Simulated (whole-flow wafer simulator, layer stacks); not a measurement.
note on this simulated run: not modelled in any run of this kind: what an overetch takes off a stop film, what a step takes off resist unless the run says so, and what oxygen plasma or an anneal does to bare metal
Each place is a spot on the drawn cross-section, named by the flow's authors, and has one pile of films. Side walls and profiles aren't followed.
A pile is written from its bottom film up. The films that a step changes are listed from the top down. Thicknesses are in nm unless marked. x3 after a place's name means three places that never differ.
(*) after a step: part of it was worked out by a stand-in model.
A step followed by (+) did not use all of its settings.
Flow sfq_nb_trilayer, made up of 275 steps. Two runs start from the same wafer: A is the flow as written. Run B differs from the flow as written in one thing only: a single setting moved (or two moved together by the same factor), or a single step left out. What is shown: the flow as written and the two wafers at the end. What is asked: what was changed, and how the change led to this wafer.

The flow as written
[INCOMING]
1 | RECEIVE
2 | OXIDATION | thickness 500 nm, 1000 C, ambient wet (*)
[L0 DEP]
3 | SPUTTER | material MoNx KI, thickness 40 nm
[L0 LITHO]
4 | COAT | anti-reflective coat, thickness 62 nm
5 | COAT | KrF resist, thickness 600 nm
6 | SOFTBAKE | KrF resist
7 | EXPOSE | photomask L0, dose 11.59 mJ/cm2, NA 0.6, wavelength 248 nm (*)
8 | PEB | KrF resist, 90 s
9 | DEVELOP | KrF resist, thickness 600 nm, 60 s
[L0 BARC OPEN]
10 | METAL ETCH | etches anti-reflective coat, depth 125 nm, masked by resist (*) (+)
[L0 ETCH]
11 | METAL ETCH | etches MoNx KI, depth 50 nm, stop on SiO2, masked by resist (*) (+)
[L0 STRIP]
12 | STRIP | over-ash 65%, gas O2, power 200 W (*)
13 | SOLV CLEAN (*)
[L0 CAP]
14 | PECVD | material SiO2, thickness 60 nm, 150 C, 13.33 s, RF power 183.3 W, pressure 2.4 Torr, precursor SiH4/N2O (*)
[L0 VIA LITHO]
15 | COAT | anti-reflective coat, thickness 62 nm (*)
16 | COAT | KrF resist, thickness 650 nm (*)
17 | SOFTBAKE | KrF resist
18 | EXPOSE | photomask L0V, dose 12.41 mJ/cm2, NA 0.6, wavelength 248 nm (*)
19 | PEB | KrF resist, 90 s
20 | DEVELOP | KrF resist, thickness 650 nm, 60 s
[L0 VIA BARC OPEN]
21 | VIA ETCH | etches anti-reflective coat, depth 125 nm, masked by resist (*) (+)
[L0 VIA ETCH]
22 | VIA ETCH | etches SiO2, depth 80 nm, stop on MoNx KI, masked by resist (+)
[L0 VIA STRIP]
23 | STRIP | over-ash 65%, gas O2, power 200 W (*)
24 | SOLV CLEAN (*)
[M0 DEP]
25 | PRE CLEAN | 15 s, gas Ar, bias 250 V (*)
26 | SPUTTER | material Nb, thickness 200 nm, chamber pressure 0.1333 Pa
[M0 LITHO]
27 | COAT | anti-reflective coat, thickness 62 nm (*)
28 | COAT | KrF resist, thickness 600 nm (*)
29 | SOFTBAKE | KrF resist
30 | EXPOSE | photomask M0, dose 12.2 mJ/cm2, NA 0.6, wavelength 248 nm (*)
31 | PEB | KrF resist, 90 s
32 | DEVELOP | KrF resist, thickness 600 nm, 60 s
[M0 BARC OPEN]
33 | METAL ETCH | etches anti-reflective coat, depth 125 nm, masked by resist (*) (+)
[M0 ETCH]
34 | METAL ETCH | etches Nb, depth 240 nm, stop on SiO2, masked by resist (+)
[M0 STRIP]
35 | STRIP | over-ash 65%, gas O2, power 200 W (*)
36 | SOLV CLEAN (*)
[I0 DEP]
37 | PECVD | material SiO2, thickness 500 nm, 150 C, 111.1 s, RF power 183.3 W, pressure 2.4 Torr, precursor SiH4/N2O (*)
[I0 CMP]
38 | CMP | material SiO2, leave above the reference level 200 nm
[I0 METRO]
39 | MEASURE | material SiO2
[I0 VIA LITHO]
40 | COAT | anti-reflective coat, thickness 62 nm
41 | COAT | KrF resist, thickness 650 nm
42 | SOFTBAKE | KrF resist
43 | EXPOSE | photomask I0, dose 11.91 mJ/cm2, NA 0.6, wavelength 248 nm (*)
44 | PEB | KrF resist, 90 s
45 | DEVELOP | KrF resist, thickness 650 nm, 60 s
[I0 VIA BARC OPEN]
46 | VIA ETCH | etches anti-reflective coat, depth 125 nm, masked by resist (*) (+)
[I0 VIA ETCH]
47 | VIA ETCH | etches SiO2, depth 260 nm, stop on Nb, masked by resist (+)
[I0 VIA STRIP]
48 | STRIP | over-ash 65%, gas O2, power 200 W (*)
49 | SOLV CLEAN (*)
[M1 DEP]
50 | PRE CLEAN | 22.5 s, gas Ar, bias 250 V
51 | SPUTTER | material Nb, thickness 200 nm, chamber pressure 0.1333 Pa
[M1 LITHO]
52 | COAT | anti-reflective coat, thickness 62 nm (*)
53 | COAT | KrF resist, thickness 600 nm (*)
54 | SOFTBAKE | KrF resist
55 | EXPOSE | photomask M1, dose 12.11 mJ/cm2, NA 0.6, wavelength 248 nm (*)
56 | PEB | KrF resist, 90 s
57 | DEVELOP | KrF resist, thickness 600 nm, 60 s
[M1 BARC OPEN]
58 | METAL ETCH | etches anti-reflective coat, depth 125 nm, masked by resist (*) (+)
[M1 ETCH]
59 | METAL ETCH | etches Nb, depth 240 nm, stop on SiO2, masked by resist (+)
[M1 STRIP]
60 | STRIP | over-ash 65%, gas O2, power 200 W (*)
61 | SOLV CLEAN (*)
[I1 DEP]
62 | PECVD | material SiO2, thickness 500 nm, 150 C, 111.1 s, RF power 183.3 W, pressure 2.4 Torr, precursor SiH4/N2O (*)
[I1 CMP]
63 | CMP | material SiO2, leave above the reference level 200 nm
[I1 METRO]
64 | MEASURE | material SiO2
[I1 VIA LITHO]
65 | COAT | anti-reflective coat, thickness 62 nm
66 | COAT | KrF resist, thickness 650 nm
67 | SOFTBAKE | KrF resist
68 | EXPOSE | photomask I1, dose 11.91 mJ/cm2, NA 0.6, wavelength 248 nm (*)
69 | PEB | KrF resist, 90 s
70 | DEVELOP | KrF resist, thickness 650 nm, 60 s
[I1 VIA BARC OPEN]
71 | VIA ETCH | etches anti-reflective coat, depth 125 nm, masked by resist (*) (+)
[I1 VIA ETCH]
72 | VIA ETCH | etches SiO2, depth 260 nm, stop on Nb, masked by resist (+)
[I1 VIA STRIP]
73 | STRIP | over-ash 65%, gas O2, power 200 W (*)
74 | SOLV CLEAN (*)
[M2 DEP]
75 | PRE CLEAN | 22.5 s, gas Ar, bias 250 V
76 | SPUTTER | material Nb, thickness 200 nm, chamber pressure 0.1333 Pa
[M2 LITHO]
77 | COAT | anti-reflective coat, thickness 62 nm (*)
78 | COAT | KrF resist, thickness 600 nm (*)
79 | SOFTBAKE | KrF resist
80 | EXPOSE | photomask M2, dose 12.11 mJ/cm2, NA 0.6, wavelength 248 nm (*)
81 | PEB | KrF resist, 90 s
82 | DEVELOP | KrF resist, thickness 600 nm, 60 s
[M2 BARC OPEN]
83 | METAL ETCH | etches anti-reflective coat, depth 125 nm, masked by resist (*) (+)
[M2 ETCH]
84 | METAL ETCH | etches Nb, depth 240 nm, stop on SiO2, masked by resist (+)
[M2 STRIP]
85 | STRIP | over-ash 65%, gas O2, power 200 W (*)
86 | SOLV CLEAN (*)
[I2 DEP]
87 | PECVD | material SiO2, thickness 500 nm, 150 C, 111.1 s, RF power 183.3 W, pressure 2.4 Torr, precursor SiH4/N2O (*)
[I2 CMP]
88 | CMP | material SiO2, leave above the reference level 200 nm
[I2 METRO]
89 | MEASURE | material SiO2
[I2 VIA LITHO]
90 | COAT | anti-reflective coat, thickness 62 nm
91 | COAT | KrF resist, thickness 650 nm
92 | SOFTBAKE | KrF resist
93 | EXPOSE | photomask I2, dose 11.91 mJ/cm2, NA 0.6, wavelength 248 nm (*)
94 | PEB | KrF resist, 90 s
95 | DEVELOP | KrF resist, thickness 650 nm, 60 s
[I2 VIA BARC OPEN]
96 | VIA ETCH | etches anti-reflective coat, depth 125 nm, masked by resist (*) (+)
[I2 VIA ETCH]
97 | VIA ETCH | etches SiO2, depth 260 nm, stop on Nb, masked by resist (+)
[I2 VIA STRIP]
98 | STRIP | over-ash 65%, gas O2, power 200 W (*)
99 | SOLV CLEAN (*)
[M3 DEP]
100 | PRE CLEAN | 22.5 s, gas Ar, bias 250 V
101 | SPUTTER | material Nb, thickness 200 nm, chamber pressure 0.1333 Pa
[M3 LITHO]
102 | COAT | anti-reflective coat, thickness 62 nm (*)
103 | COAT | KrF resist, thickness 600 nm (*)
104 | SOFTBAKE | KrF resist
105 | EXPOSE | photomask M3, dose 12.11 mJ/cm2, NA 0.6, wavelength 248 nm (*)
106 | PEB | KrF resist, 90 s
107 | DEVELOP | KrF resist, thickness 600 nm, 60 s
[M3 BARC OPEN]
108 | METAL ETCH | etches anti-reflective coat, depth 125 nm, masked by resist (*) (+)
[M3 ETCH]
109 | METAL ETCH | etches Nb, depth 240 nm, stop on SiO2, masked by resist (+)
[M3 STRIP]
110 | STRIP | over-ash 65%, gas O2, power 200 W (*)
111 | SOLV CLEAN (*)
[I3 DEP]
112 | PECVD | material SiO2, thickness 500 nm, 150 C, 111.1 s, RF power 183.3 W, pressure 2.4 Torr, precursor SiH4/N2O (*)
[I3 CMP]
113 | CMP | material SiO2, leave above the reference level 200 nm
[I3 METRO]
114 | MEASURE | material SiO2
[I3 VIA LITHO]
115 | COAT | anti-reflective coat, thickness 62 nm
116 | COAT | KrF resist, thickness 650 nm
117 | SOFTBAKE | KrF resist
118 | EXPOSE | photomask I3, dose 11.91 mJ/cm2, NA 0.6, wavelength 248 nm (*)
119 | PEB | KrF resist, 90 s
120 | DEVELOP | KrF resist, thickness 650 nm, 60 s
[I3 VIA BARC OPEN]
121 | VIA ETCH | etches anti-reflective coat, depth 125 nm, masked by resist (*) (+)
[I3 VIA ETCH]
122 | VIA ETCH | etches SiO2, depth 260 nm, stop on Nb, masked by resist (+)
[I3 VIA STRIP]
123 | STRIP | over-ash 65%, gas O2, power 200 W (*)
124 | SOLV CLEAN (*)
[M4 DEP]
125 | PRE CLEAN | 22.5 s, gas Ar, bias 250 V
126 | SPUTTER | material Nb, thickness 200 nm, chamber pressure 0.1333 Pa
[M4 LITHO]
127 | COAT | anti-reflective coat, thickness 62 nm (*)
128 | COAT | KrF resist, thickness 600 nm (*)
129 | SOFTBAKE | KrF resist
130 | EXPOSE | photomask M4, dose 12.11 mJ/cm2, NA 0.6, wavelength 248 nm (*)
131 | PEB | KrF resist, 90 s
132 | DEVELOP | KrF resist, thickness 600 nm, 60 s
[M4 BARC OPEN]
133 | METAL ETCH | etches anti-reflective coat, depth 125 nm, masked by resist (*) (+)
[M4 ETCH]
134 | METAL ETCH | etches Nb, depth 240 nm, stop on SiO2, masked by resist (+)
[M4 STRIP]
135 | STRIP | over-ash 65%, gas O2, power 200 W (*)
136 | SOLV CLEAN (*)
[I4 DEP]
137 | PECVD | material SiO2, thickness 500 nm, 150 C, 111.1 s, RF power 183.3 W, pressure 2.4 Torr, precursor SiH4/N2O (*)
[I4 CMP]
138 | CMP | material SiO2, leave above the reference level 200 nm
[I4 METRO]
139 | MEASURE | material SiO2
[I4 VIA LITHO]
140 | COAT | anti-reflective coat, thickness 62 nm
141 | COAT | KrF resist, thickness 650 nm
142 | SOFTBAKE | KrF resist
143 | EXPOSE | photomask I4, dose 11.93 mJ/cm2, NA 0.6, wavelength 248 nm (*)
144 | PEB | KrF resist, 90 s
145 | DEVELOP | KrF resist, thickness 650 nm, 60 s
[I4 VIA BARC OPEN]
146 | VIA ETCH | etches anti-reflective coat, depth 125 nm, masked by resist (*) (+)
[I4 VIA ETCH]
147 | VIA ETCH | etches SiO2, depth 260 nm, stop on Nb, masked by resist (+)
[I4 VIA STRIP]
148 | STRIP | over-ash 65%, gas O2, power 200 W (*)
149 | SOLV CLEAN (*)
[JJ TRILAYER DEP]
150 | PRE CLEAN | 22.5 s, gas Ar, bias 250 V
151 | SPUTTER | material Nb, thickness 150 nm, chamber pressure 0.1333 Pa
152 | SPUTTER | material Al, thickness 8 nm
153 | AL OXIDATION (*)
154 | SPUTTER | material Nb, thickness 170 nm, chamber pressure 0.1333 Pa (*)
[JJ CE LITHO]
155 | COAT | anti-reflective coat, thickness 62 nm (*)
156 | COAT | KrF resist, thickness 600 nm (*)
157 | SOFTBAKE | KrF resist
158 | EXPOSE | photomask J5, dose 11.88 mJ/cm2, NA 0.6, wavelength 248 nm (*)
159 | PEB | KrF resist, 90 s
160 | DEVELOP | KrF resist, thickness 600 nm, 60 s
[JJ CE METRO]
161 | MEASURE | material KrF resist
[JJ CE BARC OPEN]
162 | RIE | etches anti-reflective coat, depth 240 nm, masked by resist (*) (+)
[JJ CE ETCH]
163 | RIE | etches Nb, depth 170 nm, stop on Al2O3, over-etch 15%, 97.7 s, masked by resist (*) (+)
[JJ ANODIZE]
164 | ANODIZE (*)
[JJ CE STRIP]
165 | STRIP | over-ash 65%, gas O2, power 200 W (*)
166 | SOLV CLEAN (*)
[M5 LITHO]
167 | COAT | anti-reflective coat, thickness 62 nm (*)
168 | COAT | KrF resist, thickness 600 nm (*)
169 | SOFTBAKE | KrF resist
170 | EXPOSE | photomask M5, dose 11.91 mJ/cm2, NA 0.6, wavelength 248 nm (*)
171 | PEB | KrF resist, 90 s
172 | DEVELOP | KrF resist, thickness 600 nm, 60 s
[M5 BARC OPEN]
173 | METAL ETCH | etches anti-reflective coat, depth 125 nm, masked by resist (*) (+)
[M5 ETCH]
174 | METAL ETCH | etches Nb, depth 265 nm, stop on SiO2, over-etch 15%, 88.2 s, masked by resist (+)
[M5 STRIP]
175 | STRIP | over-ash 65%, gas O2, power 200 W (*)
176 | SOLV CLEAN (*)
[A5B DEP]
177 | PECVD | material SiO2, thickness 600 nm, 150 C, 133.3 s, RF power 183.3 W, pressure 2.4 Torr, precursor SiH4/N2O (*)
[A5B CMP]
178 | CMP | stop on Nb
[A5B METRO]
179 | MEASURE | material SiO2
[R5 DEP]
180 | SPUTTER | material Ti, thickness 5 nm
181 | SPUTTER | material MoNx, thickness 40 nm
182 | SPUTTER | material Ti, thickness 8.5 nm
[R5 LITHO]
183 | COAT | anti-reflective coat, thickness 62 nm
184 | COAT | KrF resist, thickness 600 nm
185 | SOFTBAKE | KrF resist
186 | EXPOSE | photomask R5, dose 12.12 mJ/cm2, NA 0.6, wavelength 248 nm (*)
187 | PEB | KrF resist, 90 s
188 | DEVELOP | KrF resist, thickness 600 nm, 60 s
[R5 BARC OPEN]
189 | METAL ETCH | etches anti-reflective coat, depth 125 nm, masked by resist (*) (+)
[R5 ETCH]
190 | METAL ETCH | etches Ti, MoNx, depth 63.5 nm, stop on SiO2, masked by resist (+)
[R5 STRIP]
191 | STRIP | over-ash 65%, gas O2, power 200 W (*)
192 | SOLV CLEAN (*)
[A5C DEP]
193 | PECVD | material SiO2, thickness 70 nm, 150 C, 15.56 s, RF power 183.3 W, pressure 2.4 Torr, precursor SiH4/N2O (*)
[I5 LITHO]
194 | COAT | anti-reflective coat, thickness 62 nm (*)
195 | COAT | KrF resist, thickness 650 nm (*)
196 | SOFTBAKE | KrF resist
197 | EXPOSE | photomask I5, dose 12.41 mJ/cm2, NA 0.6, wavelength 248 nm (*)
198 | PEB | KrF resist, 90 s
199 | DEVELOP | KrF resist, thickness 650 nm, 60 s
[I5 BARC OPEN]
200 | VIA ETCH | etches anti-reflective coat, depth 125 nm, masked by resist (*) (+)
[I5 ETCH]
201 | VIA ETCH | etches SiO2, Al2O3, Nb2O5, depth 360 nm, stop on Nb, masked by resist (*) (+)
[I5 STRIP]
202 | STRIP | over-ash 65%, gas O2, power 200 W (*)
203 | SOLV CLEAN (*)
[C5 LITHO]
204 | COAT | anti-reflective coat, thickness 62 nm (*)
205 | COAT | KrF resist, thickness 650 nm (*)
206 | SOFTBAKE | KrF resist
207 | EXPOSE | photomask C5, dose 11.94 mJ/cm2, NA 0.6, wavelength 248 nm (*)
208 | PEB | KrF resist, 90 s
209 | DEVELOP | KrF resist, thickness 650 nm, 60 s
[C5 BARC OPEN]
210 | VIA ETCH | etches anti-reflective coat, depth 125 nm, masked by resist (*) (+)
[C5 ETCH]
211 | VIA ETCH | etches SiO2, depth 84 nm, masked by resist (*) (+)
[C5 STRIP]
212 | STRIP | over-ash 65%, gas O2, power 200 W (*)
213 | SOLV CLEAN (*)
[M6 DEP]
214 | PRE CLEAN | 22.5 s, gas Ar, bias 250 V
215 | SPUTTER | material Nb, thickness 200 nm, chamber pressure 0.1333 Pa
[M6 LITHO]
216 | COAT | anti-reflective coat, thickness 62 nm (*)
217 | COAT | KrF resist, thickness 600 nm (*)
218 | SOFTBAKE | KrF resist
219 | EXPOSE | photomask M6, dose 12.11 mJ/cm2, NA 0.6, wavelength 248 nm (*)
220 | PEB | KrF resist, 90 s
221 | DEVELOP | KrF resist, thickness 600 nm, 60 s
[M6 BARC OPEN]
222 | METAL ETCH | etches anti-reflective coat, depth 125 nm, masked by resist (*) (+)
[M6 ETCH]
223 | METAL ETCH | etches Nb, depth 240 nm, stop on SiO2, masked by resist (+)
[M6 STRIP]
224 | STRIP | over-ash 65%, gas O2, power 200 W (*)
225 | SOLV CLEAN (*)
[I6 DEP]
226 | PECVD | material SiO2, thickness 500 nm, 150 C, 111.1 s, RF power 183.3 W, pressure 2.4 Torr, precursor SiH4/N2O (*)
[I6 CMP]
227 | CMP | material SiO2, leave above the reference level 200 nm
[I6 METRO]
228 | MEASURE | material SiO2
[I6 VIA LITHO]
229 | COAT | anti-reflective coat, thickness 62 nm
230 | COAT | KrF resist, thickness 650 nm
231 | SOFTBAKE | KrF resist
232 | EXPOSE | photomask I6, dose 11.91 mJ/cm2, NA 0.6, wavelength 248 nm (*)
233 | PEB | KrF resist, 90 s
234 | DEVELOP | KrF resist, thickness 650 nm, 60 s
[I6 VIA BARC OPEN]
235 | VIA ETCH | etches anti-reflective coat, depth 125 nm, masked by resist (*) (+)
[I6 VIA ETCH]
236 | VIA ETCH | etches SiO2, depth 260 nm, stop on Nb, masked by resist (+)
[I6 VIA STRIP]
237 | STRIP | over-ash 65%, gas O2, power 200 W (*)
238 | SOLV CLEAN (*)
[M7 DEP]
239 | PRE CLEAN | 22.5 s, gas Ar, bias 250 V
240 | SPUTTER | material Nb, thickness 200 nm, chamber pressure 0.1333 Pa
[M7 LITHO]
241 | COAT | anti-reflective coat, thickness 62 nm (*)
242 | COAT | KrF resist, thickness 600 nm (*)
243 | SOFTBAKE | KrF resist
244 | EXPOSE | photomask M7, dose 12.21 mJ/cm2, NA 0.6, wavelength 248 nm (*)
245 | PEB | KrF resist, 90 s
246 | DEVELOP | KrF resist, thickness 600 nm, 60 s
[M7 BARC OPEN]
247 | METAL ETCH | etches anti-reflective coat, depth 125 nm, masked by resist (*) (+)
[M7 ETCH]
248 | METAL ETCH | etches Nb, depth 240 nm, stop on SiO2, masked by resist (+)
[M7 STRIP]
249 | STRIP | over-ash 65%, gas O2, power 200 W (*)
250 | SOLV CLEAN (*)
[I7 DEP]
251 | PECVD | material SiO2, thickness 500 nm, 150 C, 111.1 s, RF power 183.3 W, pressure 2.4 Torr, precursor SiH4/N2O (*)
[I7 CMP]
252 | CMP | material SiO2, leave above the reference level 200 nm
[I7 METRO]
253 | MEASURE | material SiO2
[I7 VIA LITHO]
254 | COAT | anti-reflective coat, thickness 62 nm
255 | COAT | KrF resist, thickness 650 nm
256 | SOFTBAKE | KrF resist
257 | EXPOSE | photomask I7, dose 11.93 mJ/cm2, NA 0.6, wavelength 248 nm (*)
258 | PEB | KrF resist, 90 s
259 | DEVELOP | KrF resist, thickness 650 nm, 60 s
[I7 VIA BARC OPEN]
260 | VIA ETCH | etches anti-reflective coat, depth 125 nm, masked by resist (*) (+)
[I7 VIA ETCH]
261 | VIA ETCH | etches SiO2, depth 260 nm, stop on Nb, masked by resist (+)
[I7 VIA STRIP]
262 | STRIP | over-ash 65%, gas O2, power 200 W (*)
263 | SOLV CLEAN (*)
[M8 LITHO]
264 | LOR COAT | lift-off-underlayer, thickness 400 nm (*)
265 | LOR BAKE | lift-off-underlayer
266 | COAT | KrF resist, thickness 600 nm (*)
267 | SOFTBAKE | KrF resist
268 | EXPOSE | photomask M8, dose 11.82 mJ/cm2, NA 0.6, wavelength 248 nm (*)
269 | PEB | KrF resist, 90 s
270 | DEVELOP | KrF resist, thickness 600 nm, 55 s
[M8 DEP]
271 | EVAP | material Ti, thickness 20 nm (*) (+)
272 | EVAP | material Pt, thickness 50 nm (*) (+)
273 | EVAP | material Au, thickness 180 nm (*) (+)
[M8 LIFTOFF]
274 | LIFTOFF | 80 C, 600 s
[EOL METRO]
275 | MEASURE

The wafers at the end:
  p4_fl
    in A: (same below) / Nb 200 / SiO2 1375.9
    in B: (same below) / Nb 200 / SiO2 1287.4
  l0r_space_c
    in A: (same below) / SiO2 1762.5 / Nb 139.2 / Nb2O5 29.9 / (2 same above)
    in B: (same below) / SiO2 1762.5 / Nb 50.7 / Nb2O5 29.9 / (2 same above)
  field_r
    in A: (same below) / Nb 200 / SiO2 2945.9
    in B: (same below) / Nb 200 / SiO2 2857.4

The reason: step 151, SPUTTER: thickness 61.5 nm was run, though the flow has thickness 150 nm.

How this came from the change, step by step:
  151 | SPUTTER | material Nb, thickness 150 nm, chamber pressure 0.1333 Pa
      field_l, v_sur, via_sp and 100 more: A +150 Nb (new film) | B +61.5 Nb (new film)
      via_wl, via_wr: A +130.4 Nb | B +43.9 Nb
      (as well as at 1 more place)
  152 | SPUTTER | material Al, thickness 8 nm
      via_wl, via_wr: A +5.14 Al (new film) | B +5.71 Al (new film)
  154 | SPUTTER | material Nb, thickness 170 nm, chamber pressure 0.1333 Pa (*)
      via_wl, via_wr: A +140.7 Nb (new film) | B +143.6 Nb (new film)
      via_w: A +141 Nb (new film) | B +145.8 Nb (new film)
  155 | COAT | anti-reflective coat, thickness 62 nm (*)
      via_wl, via_wr: A +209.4 anti-reflective coat (new film) | B +224 anti-reflective coat (new film)
      via_w: A +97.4 anti-reflective coat (new film) | B +102.5 anti-reflective coat (new film)
  156 | COAT | KrF resist, thickness 600 nm (*)
      via_wl: A +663 KrF resist (new film) | B +647.9 KrF resist (new film)
      via_w: A +763.8 KrF resist (new film) | B +744.1 KrF resist (new film)
      (as well as at 1 more place)
  160 | DEVELOP | KrF resist, thickness 600 nm, 60 s
      via_wl: A -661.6 KrF resist (all of it) | B -646.5 KrF resist (all of it)
      via_w: A -762.1 KrF resist (all of it) | B -742.4 KrF resist (all of it)
      (as well as at 1 more place)
  162 | RIE | etches anti-reflective coat, depth 240 nm, masked by resist (*) (+)
      ce_l, c5j, ce_r, wl_jj: A -209.4 KrF resist | B -224 KrF resist
      via_wl, via_wr: A -209.4 anti-reflective coat (all of it) | B -224 anti-reflective coat (all of it)
      (as well as at 1 more place)
  163 | RIE | etches Nb, depth 170 nm, stop on Al2O3, over-etch 15%, 97.7 s, masked by resist (*) (+)
      via_wl, via_wr: A -140.7 Nb (all of it), -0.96 Al2O3 (all of it) | B -143.6 Nb (all of it), -0.96 Al2O3 (all of it)
      via_w: A -141 Nb (all of it), -0.96 Al2O3 (all of it) | B -145.8 Nb (all of it), -0.96 Al2O3 (all of it)
  164 | ANODIZE (*)
      via_wl, via_wr: A +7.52 Al2O3 (new film), +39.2 Nb2O5 (new film), -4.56 Al (all of it), -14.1 Nb | B +8.46 Al2O3 (new film), +37.5 Nb2O5 (new film), -5.13 Al (all of it), -13.5 Nb
      via_w: A +10.8 Al2O3 (new film), +33.3 Nb2O5 (new film), -6.54 Al (all of it), -12 Nb | B +11.2 Al2O3 (new film), +32.5 Nb2O5 (new film), -6.81 Al (all of it), -11.7 Nb
  165 | STRIP | over-ash 65%, gas O2, power 200 W (*)
      ce_l: A -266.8 KrF resist (all of it), -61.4 anti-reflective coat (all of it) | B -252.3 KrF resist (all of it), -61.5 anti-reflective coat (all of it)
      c5j: A -266.9 KrF resist (all of it), -61.5 anti-reflective coat (all of it) | B -252.4 KrF resist (all of it), -61.5 anti-reflective coat (all of it)
      (as well as at 2 more places)
  167 | COAT | anti-reflective coat, thickness 62 nm (*)
      via_w: A +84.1 anti-reflective coat (new film) | B +79.1 anti-reflective coat (new film)
      ce_l: A +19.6 anti-reflective coat (new film) | B +18.7 anti-reflective coat (new film)
      (as well as at 1 more place)
  174 | METAL ETCH | etches Nb, depth 265 nm, stop on SiO2, over-etch 15%, 88.2 s, masked by resist (+)
      field_l, r_sur, res and 50 more: A -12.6 Al2O3 (all of it), -29.9 Nb2O5 (all of it), -139.2 Nb (all of it), -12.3 SiO2 | B -12.6 Al2O3 (all of it), -29.9 Nb2O5 (all of it), -50.7 Nb (all of it), -21.1 SiO2
  175 | STRIP | over-ash 65%, gas O2, power 200 W (*)
      via_w: A -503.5 KrF resist (all of it), -84.1 anti-reflective coat (all of it) | B -495.6 KrF resist (all of it), -79.1 anti-reflective coat (all of it)
      ce_l: A -299.6 KrF resist (all of it), -19.6 anti-reflective coat (all of it) | B -300.5 KrF resist (all of it), -18.7 anti-reflective coat (all of it)
      (as well as at 1 more place)
  178 | CMP | stop on Nb
      field_l, p4_fl, p4_fm and 39 more: A -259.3 SiO2 | B -339 SiO2
      r_sur, res, r_end, moat, field_r, lsp_l: A -252.3 SiO2 | B -339 SiO2
      (as well as at 8 more places)
